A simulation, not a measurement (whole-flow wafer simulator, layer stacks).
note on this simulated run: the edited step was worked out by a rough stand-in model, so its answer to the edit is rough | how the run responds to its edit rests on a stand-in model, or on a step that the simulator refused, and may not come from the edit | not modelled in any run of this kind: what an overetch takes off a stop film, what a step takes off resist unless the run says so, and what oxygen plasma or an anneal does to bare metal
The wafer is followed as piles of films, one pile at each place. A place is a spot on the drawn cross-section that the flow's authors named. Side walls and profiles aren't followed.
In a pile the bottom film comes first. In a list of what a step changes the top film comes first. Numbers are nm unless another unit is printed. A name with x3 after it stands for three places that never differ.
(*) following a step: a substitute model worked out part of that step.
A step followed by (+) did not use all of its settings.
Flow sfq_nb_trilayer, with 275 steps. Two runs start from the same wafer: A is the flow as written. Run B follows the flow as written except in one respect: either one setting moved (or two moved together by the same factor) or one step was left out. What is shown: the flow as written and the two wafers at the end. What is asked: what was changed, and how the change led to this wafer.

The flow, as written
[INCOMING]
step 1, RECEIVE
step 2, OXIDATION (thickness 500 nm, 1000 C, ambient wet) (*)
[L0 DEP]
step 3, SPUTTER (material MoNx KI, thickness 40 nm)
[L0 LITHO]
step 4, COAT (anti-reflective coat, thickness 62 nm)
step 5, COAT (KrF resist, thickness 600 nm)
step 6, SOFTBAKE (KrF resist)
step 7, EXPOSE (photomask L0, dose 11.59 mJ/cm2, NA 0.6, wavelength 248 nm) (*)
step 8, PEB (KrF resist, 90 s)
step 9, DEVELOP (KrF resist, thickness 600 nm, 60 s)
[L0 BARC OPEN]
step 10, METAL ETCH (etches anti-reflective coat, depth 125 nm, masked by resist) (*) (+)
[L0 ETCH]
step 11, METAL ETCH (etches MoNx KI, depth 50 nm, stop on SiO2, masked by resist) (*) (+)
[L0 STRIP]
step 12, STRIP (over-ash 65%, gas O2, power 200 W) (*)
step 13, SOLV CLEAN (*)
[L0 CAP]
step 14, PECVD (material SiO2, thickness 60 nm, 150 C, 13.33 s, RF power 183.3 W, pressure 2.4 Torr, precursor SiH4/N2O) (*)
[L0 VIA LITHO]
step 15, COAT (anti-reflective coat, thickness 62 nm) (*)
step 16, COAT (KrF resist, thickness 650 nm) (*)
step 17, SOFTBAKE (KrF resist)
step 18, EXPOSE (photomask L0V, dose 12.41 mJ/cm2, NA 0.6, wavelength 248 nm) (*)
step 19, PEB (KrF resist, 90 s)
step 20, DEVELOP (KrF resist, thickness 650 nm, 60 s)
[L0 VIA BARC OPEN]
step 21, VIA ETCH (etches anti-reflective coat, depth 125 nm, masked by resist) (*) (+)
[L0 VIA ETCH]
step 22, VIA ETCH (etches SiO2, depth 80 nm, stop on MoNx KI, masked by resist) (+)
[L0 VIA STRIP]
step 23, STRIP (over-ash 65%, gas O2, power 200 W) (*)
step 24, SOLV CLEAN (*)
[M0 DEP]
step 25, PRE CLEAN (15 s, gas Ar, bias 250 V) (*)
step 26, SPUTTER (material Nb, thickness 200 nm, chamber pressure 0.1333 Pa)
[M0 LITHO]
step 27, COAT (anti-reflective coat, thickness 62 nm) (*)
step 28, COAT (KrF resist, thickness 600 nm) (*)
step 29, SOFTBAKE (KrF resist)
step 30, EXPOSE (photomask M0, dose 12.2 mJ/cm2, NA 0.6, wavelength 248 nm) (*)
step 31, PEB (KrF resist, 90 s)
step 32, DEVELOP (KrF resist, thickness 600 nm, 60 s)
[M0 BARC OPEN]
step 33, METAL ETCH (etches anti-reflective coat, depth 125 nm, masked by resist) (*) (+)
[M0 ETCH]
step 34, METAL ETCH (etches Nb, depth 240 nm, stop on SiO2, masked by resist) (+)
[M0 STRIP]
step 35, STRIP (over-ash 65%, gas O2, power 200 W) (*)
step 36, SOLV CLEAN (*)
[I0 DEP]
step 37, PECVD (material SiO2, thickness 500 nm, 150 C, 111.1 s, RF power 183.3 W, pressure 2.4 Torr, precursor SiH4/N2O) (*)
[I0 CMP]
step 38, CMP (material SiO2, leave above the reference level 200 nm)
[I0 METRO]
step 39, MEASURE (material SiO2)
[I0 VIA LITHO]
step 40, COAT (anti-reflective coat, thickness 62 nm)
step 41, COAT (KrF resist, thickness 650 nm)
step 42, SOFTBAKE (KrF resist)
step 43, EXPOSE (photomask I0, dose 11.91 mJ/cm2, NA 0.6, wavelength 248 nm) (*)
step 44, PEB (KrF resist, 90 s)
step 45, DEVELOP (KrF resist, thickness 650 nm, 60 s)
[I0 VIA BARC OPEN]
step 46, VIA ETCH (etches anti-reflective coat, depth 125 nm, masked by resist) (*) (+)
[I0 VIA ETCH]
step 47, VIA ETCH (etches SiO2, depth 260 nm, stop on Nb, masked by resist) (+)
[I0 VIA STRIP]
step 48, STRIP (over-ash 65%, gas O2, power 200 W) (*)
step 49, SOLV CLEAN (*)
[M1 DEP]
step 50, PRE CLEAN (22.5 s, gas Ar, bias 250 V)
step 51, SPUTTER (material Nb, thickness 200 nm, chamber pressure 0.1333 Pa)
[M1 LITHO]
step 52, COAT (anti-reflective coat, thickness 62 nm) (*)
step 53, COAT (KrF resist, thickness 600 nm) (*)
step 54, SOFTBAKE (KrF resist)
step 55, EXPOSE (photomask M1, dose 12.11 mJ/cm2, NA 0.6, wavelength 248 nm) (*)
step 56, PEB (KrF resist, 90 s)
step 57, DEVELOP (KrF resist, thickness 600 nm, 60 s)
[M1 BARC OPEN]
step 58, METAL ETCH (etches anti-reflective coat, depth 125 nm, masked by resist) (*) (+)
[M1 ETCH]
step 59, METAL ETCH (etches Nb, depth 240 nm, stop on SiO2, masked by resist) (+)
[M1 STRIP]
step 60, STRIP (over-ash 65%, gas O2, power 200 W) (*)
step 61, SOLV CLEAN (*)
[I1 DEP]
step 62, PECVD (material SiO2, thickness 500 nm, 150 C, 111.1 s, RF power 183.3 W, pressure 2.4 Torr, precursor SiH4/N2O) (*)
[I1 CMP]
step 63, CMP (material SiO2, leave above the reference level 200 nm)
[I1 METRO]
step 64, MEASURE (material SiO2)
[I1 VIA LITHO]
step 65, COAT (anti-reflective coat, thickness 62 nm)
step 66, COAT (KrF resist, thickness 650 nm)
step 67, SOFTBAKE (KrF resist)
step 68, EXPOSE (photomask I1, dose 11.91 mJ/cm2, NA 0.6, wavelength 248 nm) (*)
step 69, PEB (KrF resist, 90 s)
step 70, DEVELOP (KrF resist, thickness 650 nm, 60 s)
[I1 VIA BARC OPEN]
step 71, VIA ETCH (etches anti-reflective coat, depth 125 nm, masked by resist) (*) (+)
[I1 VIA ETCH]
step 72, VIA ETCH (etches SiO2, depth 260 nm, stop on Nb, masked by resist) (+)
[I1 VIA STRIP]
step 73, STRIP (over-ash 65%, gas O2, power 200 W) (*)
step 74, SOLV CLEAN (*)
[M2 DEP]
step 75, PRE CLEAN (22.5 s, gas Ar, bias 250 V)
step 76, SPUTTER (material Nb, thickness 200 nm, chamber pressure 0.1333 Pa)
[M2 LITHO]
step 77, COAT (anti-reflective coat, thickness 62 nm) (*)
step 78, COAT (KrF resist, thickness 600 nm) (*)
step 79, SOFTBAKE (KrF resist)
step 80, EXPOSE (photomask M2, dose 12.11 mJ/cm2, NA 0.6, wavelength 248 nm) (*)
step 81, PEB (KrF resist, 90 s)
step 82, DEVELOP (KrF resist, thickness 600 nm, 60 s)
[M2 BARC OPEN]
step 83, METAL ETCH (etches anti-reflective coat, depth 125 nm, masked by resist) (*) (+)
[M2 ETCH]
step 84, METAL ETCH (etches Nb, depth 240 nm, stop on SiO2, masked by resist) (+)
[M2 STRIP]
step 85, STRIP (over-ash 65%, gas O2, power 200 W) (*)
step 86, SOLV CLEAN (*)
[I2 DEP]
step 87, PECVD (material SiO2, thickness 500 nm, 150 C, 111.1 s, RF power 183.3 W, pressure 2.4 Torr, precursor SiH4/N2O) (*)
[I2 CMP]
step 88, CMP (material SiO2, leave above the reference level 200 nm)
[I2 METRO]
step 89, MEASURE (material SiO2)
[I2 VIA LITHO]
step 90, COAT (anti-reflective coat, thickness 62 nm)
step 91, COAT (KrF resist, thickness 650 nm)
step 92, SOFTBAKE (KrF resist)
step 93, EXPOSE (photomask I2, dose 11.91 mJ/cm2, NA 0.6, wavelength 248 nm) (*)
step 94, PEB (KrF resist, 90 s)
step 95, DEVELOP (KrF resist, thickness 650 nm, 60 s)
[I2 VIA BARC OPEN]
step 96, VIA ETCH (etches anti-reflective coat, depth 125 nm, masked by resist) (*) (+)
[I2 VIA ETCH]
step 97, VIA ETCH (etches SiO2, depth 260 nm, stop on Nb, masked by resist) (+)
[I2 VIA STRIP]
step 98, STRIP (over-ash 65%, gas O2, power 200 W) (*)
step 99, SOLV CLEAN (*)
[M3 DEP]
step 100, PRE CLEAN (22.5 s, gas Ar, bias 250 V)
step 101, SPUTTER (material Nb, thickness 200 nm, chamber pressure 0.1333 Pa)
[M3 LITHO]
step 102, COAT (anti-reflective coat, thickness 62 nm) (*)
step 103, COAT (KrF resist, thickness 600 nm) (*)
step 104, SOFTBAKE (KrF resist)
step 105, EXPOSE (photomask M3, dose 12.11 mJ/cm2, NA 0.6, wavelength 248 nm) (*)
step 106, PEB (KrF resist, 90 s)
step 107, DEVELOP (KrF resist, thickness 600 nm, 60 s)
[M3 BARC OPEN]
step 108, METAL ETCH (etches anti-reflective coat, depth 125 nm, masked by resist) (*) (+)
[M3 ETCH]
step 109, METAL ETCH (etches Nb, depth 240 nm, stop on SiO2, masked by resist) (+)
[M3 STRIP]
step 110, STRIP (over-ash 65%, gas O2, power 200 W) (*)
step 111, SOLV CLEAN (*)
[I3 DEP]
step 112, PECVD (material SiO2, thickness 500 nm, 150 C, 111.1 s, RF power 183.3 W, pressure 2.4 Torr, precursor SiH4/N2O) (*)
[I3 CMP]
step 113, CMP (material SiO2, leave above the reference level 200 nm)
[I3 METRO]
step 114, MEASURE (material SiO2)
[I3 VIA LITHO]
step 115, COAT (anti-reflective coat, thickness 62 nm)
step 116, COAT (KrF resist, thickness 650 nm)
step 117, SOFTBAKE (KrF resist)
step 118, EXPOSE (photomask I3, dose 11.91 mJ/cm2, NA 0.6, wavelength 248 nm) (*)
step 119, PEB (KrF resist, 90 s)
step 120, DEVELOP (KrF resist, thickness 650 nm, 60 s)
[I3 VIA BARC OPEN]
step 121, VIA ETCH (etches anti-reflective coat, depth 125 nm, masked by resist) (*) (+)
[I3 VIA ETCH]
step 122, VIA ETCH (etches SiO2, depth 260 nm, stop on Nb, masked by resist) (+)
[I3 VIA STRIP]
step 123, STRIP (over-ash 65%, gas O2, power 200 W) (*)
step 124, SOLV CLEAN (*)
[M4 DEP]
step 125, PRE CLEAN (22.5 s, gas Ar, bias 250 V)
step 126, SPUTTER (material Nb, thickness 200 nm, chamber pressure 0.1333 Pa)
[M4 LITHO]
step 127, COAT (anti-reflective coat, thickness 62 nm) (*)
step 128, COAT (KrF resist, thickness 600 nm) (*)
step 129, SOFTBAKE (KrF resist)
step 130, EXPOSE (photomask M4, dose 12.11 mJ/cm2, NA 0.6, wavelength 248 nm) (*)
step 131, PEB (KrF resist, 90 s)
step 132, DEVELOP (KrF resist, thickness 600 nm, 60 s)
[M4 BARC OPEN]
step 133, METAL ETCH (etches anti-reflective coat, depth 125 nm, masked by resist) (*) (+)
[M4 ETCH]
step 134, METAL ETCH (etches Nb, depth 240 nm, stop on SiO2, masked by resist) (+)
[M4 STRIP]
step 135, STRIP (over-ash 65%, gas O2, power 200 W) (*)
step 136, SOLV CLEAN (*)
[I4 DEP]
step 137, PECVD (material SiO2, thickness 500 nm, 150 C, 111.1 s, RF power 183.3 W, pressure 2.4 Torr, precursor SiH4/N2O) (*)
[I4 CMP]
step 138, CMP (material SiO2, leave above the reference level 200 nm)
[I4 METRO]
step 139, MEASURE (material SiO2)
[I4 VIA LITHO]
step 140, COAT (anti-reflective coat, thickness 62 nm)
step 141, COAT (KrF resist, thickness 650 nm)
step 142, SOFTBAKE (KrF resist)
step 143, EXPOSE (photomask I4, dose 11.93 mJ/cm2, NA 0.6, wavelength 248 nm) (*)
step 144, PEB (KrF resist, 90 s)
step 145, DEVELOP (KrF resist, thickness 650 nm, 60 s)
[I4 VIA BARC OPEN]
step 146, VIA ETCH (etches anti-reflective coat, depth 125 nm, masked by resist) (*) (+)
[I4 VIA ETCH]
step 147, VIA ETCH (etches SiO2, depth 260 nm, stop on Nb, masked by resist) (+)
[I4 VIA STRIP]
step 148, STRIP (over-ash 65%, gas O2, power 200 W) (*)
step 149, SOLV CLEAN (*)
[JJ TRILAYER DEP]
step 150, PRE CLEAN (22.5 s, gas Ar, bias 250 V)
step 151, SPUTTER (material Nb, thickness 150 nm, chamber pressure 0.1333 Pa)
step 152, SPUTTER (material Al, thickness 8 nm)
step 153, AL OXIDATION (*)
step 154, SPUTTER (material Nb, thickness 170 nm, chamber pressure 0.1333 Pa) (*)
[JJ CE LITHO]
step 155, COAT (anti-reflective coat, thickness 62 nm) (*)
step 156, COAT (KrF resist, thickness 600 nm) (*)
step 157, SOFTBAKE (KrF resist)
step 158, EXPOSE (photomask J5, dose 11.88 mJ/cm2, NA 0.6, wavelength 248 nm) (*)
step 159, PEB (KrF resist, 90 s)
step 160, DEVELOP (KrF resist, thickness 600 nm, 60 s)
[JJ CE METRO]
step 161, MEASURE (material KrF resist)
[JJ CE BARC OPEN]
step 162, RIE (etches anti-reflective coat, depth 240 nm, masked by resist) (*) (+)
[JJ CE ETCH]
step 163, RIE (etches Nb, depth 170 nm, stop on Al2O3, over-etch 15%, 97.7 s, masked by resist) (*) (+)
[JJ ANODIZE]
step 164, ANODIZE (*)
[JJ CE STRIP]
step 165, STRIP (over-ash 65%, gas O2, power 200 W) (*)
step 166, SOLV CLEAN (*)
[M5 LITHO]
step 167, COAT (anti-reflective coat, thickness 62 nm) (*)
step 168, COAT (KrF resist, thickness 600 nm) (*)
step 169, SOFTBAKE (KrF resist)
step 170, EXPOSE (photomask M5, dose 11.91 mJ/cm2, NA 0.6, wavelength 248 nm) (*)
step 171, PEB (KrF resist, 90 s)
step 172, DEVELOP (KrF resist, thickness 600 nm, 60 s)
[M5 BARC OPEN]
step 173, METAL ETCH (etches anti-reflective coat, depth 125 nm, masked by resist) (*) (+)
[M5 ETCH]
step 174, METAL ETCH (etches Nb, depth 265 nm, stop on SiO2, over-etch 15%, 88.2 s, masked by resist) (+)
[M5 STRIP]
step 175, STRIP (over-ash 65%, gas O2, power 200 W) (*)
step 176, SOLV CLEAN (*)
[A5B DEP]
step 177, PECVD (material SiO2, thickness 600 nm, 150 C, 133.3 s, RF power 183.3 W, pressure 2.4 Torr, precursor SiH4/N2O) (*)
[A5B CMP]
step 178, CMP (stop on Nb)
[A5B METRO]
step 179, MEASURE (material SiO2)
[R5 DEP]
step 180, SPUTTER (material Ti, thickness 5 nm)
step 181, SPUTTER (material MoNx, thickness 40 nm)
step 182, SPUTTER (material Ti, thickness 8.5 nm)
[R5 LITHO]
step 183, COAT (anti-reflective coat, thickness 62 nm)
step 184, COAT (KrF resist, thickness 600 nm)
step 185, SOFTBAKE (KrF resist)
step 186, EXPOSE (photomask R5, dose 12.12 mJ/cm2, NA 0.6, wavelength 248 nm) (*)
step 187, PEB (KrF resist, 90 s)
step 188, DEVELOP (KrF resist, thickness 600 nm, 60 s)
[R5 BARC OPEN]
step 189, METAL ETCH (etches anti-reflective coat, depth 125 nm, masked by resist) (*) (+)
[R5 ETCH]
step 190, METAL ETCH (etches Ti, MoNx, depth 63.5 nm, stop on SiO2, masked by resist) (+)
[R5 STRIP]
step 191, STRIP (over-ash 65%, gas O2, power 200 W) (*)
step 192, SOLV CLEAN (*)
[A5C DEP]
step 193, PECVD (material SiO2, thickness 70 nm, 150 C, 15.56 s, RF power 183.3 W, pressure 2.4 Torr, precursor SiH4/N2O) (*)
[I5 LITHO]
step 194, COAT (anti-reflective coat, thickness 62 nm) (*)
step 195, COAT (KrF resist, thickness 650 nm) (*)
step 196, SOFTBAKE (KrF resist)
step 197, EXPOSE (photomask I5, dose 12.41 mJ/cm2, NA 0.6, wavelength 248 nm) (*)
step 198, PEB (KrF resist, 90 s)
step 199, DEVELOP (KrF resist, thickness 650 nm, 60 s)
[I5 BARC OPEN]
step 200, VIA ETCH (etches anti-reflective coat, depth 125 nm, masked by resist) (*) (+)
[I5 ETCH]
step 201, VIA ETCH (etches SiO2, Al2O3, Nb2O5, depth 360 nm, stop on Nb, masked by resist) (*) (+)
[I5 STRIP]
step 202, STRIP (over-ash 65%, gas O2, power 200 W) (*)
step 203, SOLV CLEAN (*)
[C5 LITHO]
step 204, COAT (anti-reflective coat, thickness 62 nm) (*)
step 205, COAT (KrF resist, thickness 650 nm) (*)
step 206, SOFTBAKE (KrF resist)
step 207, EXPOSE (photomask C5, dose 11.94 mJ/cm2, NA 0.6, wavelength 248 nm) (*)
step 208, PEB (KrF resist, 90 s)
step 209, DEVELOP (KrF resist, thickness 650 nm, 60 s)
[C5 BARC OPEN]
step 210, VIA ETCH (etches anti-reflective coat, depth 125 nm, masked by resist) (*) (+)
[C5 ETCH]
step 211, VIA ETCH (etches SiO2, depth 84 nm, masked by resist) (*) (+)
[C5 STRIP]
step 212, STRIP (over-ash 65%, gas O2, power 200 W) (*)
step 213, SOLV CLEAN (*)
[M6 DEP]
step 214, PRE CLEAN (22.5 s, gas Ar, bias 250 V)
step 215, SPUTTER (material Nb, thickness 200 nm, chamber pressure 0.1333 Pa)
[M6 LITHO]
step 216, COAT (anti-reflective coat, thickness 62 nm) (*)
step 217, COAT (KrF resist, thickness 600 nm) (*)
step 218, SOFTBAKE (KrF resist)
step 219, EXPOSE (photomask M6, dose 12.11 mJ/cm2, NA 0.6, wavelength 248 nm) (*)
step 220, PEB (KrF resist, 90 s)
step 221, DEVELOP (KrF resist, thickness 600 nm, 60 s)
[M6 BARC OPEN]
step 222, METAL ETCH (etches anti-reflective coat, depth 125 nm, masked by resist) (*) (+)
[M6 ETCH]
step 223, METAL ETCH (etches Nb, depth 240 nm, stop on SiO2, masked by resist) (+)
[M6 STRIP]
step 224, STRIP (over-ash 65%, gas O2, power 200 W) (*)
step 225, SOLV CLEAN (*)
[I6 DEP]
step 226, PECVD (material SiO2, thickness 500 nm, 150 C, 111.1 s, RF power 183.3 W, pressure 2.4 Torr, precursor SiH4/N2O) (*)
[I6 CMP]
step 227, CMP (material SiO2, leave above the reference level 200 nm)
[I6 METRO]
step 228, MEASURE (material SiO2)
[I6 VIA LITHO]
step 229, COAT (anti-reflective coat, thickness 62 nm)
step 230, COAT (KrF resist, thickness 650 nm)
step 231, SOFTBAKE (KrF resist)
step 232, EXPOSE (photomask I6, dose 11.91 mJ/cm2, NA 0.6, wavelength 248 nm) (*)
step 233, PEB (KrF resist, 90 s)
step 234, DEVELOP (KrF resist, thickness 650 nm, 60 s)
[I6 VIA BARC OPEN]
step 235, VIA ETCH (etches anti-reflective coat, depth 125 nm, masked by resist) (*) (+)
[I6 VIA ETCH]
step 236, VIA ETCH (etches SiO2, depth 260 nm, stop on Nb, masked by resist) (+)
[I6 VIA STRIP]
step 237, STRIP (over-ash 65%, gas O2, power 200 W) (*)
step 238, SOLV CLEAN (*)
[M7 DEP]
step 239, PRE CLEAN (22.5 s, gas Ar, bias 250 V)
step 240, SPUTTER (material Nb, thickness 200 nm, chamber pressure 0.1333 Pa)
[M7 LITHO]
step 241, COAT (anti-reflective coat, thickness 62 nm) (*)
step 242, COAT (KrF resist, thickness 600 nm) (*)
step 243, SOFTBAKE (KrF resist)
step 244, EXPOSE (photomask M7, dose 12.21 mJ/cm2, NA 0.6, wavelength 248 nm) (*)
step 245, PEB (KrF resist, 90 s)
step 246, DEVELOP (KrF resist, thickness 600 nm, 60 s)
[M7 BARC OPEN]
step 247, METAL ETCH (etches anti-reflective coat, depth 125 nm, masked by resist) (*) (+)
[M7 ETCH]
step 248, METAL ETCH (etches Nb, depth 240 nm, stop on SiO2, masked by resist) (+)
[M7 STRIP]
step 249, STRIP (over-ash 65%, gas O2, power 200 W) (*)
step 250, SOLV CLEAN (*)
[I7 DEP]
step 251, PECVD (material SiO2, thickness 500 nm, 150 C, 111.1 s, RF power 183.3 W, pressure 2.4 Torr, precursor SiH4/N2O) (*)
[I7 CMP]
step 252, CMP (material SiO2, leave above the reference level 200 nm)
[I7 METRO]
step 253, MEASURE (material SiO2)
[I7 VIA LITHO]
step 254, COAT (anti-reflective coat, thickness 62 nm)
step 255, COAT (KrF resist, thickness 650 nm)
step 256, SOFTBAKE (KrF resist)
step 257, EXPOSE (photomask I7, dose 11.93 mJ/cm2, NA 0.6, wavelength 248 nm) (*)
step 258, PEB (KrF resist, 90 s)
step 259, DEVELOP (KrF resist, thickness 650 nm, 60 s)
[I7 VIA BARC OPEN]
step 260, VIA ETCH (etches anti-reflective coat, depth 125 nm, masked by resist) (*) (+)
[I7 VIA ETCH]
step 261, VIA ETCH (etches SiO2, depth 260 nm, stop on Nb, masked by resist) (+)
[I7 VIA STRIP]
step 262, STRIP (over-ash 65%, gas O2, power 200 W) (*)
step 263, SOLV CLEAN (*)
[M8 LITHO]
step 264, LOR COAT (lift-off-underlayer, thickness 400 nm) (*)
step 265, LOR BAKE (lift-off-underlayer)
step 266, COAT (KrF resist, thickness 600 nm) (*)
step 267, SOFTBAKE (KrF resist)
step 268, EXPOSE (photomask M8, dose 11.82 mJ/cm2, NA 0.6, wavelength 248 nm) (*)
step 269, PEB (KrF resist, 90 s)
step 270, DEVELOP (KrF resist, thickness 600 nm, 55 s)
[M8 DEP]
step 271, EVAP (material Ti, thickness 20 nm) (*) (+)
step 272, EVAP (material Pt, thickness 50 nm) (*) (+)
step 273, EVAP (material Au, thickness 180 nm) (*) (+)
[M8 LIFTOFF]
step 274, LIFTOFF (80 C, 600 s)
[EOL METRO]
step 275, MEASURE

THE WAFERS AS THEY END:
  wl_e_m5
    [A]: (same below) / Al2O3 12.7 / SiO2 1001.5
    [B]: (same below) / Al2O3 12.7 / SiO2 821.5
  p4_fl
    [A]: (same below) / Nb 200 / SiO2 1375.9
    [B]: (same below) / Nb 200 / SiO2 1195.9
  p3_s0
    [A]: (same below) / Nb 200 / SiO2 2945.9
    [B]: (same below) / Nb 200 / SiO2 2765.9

The reason: step 251, PECVD: thickness 220 nm was run, whereas the flow has thickness 500 nm; step 251, PECVD: 48.89 s was run, where the flow has 111.1 s.

The path from the change to this, step by step:
  step 251, PECVD (material SiO2, thickness 500 nm, 150 C, 111.1 s, RF power 183.3 W, pressure 2.4 Torr, precursor SiH4/N2O) (*)
      field_l, p4_fl, p4_fm and 56 more: A SiO2 gains 500 | B SiO2 gains 220
      v_sur, via_wl, via_w and 37 more: A SiO2 gains 500 (new film) | B SiO2 gains 220 (new film)
      (also at 7 further places)
  step 252, CMP (material SiO2, leave above the reference level 200 nm)
      field_l, p4_fl, p4_fm and 56 more: A SiO2 loses 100 | B nothing
      field_r, lsp_l: A SiO2 loses 77.7 | B nothing
      (also at 45 further places)
  step 254, COAT (anti-reflective coat, thickness 62 nm)
      ce_l, c5j, ce_r, sp_r: A anti-reflective coat gains 62 (new film) | B anti-reflective coat gains 53.8 (new film)
      p3_s1, p3_s3, p3_l4, p3_s4: A anti-reflective coat gains 62 (new film) | B anti-reflective coat gains 64 (new film)
      (also at 87 further places)
  step 255, COAT (KrF resist, thickness 650 nm)
      m0r_line_l, m0r_line_r, m6r_line_l x2: A KrF resist gains 650 (new film) | B KrF resist gains 684.6 (new film)
      m0r_space_l, m0r_space_r, m6r_space_l x2: A KrF resist gains 650 (new film) | B KrF resist gains 673.9 (new film)
      (also at 77 further places)
  step 259, DEVELOP (KrF resist, thickness 650 nm, 60 s)
      via_wl: A KrF resist loses 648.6 (all of it) | B KrF resist loses 586.4 (all of it)
      via_w: A KrF resist loses 648.6 (all of it) | B KrF resist loses 596.3 (all of it)
      (also at 1 further place)
  step 260, VIA ETCH (etches anti-reflective coat, depth 125 nm, masked by resist) (*) (+)
      field_l, v_sur, via_sp and 100 more: A KrF resist loses 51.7 | B KrF resist loses 42.6
      via_wl: A anti-reflective coat loses 62 (all of it), SiO2 loses 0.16 | B anti-reflective coat loses 50.8 (all of it), SiO2 loses 0.13
      (also at 2 further places)
  step 262, STRIP (over-ash 65%, gas O2, power 200 W) (*)
      m0r_line_l, m0r_line_r, m6r_line_l x2: A KrF resist loses 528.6 (all of it), anti-reflective coat loses 62 (all of it) | B KrF resist loses 572.1 (all of it), anti-reflective coat loses 61.8 (all of it)
      m0r_space_l, m0r_space_r, m6r_space_l x2: A KrF resist loses 528.6 (all of it), anti-reflective coat loses 62 (all of it) | B KrF resist loses 561.5 (all of it), anti-reflective coat loses 81.3 (all of it)
      (also at 92 further places)
  step 264, LOR COAT (lift-off-underlayer, thickness 400 nm) (*)
      m0r_line_l, m0r_line_r, m6r_line_l x2: A lift-off-underlayer gains 400 (new film) | B lift-off-underlayer gains 437.7 (new film)
      m0r_space_l, m0r_space_r, m6r_space_l x2: A lift-off-underlayer gains 400 (new film) | B lift-off-underlayer gains 454.3 (new film)
      (also at 83 further places)
  step 266, COAT (KrF resist, thickness 600 nm) (*)
      m0r_line_l, m0r_line_r, m6r_line_l x2: A KrF resist gains 600 (new film) | B KrF resist gains 617.8 (new film)
      c5j, ce_r: A KrF resist gains 597.1 (new film) | B KrF resist gains 575.9 (new film)
      (also at 55 further places)
  step 270, DEVELOP (KrF resist, thickness 600 nm, 55 s)
      field_l: A KrF resist loses 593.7 (all of it), lift-off-underlayer loses 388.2 (all of it) | B KrF resist loses 613.3 (all of it), lift-off-underlayer loses 449.3 (all of it)
      v_sur: A KrF resist loses 607.3 (all of it), lift-off-underlayer loses 369.4 (all of it) | B KrF resist loses 587.8 (all of it), lift-off-underlayer loses 301.8 (all of it)
      (also at 9 further places)
  step 274, LIFTOFF (80 C, 600 s)
      m0r_line_l, m0r_line_r, m6r_line_l x2: A Au loses 180 (all of it), Pt loses 50 (all of it), Ti loses 20 (all of it), KrF resist loses 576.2 (all of it), lift-off-underlayer loses 400 (all of it) | B Au loses 180 (all of it), Pt loses 50 (all of it), Ti loses 20 (all of it), KrF resist loses 593.9 (all of it), lift-off-underlayer loses 437.7 (all of it)
      m0r_space_l, m0r_space_r, m6r_space_l x2: A Au loses 180 (all of it), Pt loses 50 (all of it), Ti loses 20 (all of it), KrF resist loses 576.2 (all of it), lift-off-underlayer loses 400 (all of it) | B Au loses 180 (all of it), Pt loses 50 (all of it), Ti loses 20 (all of it), KrF resist loses 580.4 (all of it), lift-off-underlayer loses 454.3 (all of it)
      (also at 72 further places)
